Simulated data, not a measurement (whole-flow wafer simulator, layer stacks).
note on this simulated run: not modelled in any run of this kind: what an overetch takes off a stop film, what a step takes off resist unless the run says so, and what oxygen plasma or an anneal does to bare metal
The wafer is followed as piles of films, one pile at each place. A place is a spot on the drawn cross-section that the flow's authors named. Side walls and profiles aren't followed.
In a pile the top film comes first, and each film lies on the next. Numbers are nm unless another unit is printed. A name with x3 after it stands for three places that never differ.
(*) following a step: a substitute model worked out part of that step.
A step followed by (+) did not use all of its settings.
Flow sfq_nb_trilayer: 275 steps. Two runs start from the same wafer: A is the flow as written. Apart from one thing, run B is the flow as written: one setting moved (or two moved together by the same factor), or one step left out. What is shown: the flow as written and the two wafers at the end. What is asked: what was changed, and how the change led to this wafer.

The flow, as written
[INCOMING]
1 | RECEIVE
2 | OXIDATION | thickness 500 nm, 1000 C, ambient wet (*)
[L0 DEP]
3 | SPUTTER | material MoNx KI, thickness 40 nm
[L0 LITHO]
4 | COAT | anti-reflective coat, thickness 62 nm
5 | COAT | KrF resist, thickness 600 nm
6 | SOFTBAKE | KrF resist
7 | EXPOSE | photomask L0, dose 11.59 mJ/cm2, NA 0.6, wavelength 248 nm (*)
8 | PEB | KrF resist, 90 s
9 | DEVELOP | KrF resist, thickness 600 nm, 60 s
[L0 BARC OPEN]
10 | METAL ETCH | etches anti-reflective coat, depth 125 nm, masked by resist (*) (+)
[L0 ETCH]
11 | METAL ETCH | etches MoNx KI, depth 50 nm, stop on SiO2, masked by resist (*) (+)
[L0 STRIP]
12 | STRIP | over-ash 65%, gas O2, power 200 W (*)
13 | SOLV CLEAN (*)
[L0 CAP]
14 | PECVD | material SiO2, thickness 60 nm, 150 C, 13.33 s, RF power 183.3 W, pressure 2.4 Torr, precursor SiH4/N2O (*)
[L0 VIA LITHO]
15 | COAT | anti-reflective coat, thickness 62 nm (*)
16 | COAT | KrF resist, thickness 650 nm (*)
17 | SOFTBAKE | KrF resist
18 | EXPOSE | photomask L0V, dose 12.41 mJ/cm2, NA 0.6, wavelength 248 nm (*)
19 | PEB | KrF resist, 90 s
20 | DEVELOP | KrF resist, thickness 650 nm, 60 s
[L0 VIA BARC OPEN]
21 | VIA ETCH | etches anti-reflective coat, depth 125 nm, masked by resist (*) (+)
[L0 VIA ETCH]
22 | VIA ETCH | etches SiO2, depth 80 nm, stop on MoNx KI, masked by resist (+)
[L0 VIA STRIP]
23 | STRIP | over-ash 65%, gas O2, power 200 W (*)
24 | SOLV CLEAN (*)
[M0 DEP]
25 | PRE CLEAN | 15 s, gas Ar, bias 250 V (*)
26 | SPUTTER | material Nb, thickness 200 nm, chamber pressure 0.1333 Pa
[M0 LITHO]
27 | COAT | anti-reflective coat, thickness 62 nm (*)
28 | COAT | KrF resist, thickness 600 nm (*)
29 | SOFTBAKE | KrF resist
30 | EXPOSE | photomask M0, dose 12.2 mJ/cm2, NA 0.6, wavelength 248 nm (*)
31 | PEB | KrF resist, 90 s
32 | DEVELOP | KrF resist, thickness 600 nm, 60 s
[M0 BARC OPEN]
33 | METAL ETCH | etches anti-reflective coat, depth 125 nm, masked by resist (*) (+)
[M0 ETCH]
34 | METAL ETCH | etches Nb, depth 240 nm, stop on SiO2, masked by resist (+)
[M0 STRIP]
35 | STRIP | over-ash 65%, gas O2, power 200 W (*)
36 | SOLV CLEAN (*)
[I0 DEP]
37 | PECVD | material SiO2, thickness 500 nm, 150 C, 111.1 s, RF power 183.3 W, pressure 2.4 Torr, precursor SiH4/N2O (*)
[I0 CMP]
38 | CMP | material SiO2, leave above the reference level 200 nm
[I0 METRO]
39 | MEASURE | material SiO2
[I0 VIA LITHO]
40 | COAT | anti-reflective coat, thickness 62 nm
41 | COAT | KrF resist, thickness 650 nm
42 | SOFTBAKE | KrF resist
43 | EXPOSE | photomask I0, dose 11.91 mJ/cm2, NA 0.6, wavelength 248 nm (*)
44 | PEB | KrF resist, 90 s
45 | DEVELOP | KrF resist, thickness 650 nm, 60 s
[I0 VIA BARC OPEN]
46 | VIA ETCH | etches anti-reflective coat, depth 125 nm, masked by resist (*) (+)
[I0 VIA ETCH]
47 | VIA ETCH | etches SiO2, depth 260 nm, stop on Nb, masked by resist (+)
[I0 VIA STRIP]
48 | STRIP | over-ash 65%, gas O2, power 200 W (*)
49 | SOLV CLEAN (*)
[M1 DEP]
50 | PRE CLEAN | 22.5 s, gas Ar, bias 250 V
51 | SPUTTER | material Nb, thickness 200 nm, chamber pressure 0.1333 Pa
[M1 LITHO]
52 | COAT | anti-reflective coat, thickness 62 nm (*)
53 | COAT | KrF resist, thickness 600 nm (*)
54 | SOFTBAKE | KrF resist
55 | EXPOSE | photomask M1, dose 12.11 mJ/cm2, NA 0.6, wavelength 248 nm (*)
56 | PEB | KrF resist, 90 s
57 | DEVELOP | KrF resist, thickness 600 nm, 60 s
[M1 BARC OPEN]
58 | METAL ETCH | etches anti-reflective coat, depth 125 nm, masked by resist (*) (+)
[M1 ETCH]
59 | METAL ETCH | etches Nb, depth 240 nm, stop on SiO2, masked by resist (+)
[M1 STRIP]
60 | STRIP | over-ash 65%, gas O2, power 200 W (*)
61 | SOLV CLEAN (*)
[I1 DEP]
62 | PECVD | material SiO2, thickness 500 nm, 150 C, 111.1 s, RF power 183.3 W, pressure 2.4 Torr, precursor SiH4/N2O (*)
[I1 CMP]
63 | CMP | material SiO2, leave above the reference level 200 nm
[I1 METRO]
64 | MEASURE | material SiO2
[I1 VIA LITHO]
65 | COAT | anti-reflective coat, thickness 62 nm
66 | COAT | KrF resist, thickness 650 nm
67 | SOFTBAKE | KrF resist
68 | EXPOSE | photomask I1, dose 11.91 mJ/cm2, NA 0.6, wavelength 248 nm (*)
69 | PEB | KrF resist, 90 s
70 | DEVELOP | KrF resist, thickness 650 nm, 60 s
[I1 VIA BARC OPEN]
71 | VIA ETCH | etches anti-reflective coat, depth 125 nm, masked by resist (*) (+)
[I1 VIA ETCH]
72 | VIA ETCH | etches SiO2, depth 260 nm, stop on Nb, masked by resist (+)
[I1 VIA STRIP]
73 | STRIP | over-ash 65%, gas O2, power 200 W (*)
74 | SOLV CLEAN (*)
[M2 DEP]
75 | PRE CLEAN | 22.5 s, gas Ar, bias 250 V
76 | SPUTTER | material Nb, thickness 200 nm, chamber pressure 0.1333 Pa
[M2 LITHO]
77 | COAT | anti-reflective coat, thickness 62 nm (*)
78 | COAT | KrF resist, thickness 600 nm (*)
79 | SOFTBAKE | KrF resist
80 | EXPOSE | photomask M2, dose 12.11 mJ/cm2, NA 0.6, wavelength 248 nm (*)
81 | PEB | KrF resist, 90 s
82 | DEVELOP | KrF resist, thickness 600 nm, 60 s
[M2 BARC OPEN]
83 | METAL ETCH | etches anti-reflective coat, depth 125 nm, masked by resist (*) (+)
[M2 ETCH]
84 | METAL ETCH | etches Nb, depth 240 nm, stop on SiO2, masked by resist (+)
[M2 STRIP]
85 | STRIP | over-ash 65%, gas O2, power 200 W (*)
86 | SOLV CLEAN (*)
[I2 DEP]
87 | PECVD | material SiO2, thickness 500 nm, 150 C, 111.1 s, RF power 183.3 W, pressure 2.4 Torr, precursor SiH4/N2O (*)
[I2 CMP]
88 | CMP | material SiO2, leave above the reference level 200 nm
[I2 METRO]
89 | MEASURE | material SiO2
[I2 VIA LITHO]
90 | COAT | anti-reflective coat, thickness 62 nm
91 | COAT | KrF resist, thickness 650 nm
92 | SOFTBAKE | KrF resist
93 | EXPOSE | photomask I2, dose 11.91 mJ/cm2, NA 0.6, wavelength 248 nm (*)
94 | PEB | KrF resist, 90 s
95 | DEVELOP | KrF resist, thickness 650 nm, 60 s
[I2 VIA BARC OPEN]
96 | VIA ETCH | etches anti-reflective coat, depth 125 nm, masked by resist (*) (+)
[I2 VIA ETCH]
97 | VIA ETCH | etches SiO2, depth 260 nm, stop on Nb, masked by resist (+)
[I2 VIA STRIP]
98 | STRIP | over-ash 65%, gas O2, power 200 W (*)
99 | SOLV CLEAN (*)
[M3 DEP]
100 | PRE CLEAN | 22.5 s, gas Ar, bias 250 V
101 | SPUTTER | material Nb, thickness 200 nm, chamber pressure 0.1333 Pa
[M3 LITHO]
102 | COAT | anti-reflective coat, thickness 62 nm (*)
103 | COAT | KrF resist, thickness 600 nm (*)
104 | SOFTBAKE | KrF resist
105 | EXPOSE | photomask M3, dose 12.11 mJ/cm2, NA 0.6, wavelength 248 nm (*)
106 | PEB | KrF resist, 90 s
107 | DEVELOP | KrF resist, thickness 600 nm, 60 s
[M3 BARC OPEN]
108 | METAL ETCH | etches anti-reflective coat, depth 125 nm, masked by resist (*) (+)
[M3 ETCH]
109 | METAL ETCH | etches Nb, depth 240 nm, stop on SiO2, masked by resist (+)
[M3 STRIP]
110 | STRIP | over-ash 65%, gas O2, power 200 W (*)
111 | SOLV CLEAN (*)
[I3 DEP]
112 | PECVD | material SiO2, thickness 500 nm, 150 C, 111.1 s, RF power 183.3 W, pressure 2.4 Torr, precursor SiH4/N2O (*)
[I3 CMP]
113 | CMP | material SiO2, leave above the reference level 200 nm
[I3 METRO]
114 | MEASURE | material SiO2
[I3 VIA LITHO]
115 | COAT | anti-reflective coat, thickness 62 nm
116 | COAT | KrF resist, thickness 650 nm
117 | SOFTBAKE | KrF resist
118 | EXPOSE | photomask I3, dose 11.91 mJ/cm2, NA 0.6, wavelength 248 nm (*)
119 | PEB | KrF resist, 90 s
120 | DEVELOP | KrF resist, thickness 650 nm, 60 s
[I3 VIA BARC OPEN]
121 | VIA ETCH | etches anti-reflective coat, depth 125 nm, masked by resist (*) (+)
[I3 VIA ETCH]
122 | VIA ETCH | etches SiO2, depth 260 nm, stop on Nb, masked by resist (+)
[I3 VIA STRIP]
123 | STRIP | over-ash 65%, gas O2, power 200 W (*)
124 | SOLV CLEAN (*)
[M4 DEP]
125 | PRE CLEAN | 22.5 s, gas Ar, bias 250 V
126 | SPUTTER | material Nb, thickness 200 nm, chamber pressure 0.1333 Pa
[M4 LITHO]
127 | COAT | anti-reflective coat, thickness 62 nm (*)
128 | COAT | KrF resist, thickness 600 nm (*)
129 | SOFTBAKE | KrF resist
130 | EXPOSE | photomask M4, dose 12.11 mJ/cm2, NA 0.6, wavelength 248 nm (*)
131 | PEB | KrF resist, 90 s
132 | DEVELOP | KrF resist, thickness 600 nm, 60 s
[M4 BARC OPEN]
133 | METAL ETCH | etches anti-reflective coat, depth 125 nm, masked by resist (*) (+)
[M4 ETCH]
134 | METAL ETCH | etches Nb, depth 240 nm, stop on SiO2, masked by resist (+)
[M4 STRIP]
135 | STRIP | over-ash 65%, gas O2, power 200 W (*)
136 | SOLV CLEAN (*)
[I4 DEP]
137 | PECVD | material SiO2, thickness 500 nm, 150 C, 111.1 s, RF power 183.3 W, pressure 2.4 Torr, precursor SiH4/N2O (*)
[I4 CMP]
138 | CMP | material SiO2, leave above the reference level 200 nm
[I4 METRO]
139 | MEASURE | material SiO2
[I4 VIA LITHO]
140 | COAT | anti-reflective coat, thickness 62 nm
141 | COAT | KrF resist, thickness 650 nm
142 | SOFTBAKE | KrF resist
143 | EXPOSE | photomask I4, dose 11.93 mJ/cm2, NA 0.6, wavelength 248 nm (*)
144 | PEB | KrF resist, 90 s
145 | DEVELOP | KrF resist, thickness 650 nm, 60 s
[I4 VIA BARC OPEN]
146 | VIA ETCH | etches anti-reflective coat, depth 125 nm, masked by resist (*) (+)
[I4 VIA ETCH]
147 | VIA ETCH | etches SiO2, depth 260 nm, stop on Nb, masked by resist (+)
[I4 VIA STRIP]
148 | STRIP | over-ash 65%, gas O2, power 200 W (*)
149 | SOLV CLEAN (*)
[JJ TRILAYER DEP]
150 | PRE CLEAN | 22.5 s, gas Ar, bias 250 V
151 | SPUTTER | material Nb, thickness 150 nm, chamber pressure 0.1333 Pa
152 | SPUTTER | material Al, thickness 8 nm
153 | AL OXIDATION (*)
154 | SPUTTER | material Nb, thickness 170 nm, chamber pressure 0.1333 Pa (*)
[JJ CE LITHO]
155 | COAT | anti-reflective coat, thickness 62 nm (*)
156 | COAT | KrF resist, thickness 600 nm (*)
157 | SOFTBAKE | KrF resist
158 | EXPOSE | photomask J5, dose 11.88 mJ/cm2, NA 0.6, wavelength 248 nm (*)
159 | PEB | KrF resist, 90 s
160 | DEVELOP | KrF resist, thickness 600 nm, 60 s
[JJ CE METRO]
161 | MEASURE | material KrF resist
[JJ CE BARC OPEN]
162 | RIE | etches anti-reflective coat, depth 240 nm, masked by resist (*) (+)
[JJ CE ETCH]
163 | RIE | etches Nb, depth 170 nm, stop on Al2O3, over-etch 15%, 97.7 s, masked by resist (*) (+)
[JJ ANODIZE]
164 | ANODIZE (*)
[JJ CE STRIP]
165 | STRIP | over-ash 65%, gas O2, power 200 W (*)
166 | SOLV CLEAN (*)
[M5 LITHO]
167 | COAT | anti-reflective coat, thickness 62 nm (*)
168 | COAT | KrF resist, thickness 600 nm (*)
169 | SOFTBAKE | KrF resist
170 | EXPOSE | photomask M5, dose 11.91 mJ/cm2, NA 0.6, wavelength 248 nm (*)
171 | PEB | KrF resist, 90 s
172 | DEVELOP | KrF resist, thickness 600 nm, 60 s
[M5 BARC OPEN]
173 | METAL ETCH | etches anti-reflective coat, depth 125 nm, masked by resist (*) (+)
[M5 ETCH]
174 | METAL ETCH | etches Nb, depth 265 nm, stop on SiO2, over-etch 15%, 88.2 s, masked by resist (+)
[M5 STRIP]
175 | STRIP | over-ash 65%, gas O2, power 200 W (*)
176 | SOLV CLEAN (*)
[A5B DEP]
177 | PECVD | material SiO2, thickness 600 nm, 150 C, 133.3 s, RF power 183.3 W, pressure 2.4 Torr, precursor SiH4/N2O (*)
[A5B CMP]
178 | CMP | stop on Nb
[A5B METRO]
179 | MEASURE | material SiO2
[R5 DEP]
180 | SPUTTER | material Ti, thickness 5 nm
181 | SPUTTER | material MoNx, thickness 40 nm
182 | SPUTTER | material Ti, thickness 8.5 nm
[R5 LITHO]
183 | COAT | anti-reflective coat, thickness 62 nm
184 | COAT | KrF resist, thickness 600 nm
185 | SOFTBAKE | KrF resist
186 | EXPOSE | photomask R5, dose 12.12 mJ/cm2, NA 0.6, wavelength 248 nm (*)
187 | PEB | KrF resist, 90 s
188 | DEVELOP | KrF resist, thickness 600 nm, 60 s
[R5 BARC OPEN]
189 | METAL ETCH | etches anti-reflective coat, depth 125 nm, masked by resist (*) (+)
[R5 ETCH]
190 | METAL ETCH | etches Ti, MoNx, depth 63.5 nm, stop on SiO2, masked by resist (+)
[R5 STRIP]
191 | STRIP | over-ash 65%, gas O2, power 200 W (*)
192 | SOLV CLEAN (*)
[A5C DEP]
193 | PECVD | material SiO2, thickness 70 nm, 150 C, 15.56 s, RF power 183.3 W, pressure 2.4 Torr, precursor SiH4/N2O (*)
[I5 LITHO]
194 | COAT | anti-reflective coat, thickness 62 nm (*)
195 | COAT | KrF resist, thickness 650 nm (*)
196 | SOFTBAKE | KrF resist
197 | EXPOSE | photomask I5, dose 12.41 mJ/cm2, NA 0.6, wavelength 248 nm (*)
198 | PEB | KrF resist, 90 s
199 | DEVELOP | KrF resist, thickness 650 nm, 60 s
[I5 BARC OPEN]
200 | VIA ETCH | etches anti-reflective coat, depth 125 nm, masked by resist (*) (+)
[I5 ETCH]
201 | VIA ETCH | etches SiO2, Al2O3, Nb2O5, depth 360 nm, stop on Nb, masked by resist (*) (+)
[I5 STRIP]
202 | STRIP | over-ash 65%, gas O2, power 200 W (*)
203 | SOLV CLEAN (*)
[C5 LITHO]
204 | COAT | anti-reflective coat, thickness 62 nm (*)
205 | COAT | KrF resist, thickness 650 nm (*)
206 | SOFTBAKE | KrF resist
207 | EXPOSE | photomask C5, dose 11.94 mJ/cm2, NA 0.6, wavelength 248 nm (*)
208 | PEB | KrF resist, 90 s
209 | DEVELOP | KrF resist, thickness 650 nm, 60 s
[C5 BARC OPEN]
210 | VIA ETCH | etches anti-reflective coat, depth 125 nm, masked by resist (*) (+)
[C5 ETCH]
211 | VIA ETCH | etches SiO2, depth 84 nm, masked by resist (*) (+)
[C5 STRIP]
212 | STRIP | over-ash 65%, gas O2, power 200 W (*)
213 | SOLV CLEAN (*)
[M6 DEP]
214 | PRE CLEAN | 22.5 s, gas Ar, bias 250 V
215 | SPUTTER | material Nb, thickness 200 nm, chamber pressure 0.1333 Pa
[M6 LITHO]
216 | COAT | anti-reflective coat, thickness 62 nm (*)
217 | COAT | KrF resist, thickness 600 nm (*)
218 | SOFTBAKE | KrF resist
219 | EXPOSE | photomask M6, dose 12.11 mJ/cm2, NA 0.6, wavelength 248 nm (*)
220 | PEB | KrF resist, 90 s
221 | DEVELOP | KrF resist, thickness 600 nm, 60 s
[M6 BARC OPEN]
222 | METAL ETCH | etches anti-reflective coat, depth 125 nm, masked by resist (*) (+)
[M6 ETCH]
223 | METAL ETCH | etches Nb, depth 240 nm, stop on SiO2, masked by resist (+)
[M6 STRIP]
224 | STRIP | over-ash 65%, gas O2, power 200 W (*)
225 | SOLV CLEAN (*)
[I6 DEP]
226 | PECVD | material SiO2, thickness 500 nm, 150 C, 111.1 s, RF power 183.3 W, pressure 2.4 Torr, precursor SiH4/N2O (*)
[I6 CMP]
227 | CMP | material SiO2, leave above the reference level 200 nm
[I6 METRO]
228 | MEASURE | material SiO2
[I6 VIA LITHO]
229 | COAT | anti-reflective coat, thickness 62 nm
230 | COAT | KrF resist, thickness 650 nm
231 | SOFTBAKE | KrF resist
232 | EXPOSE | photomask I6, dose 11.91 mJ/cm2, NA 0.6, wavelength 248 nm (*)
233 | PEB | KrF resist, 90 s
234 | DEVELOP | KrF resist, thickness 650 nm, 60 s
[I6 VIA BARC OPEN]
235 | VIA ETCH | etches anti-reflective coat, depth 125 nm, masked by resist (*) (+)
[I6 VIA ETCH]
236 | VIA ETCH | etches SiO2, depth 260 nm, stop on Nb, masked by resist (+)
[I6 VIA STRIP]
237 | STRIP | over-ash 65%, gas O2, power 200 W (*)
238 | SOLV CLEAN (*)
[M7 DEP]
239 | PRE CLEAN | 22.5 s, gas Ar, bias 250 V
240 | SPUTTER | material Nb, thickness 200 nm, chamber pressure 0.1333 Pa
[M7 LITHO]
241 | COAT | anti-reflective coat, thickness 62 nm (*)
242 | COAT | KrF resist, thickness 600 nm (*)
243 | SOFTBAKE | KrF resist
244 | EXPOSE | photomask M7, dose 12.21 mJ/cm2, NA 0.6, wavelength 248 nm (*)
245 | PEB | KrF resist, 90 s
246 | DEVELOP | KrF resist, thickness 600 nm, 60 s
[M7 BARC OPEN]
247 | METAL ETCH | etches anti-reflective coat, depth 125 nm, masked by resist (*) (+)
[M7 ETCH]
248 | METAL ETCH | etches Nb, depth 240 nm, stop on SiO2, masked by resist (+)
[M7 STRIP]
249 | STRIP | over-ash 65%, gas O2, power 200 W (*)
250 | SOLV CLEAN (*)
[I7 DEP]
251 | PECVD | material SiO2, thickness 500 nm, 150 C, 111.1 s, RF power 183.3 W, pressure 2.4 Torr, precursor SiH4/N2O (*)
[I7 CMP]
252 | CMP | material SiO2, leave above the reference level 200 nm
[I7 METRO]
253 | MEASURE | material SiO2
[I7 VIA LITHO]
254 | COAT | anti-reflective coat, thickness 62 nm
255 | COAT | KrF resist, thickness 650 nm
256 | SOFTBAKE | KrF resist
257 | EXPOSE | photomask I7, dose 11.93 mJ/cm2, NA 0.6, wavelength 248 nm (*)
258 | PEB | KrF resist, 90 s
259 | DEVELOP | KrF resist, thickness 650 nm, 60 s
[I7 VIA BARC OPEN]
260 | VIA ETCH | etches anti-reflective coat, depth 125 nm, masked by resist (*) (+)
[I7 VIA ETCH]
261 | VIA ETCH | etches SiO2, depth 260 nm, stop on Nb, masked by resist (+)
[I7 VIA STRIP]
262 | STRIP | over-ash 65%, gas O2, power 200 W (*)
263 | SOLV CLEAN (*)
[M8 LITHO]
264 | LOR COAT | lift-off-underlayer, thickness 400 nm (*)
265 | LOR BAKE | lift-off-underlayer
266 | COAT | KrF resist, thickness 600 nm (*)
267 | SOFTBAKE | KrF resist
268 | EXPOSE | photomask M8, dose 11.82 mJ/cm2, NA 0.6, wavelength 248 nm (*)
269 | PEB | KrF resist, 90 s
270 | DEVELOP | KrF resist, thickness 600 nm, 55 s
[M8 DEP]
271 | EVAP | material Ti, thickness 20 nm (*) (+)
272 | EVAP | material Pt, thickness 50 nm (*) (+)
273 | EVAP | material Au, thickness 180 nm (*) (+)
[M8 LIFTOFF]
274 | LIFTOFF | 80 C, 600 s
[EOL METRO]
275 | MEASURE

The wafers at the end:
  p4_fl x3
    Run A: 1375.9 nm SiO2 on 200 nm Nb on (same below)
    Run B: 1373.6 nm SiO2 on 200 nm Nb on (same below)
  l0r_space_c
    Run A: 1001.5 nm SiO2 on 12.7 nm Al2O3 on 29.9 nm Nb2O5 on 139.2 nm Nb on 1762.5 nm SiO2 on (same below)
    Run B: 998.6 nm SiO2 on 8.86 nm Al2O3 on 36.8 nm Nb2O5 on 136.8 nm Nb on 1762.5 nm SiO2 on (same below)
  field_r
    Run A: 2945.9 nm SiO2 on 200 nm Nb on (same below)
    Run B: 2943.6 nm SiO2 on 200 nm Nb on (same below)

The reason: step 152, SPUTTER: thickness 5.68 nm was run, while the flow as written has thickness 8 nm.

How this came from the change, step by step:
  152 | SPUTTER | material Al, thickness 8 nm
      field_l, v_sur, via_sp and 100 more: A +8 Al (new film) | B +5.68 Al (new film)
      via_wl, via_wr: A +5.14 Al (new film) | B +3.65 Al (new film)
      (and at 1 other place as well)
  164 | ANODIZE (*)
      field_l, v_sur, via_sp and 96 more: A +12.2 Al2O3, +29.9 Nb2O5 (new film), -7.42 Al (all of it), -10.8 Nb | B +8.41 Al2O3, +36.8 Nb2O5 (new film), -5.1 Al (all of it), -13.2 Nb
      via_wl, via_wr: A +7.52 Al2O3 (new film), +39.2 Nb2O5 (new film), -4.56 Al (all of it), -14.1 Nb | B +5.06 Al2O3 (new film), +43.6 Nb2O5 (new film), -3.07 Al (all of it), -15.7 Nb
      (and at 1 other place as well)
  167 | COAT | anti-reflective coat, thickness 62 nm (*)
      ce_r: A +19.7 anti-reflective coat (new film) | B +18.3 anti-reflective coat (new film)
  174 | METAL ETCH | etches Nb, depth 265 nm, stop on SiO2, over-etch 15%, 88.2 s, masked by resist (+)
      field_l, r_sur, res and 50 more: A -12.6 Al2O3 (all of it), -29.9 Nb2O5 (all of it), -139.2 Nb (all of it), -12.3 SiO2 | B -8.8 Al2O3 (all of it), -36.8 Nb2O5 (all of it), -136.8 Nb (all of it), -12.2 SiO2
  175 | STRIP | over-ash 65%, gas O2, power 200 W (*)
      ce_r: A -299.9 KrF resist (all of it), -19.7 anti-reflective coat (all of it) | B -303.2 KrF resist (all of it), -18.3 anti-reflective coat (all of it)
  201 | VIA ETCH | etches SiO2, Al2O3, Nb2O5, depth 360 nm, stop on Nb, masked by resist (*) (+)
      be: A -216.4 SiO2 (all of it), -12.7 Al2O3 (all of it), -29.9 Nb2O5 (all of it) | B -213.5 SiO2 (all of it), -8.86 Al2O3 (all of it), -36.8 Nb2O5 (all of it)
